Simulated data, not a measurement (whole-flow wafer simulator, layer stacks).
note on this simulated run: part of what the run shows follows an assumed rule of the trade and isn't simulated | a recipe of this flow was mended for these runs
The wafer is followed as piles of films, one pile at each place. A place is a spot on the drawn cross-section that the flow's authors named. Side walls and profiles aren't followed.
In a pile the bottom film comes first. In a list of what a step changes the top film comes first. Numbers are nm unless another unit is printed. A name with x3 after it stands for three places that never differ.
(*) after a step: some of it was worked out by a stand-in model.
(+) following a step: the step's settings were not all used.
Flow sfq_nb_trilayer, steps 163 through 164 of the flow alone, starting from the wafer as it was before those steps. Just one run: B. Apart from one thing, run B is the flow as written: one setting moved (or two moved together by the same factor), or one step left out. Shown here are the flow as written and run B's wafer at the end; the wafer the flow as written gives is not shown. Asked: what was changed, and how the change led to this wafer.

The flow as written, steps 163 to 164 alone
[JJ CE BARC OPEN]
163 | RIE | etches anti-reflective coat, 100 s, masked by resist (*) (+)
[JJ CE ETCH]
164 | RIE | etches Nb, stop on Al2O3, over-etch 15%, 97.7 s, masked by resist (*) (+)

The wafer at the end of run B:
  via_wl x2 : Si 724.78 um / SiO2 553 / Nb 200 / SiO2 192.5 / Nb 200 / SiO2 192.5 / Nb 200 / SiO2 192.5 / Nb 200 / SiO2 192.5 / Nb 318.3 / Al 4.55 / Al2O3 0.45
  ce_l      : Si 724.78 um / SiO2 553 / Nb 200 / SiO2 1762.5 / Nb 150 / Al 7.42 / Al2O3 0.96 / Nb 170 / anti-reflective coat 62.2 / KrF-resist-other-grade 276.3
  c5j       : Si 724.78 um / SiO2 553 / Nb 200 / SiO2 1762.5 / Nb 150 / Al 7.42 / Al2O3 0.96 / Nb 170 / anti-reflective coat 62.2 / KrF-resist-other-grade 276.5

Cause: step 163, RIE: 80 s was run, whereas the flow has 100 s.

The path from the change to this, step by step:
  163 | RIE | etches anti-reflective coat, 100 s, masked by resist (*) (+)
      via_wl x2: anti-reflective coat loses 200 (in the flow as written it would be: anti-reflective coat loses 224.3 (all of it))
      ce_l, c5j, ce_r, wl_jj: KrF-resist-other-grade loses 200 (in the flow as written it would be: KrF-resist-other-grade loses 250)
  164 | RIE | etches Nb, stop on Al2O3, over-etch 15%, 97.7 s, masked by resist (*) (+)
      via_wl x2: anti-reflective coat loses 24.3 (all of it), Nb loses 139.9 (all of it), Al2O3 loses 0.51 (in the flow as written it would be: Nb loses 139.9 (all of it), Al2O3 loses 0.96 (all of it))
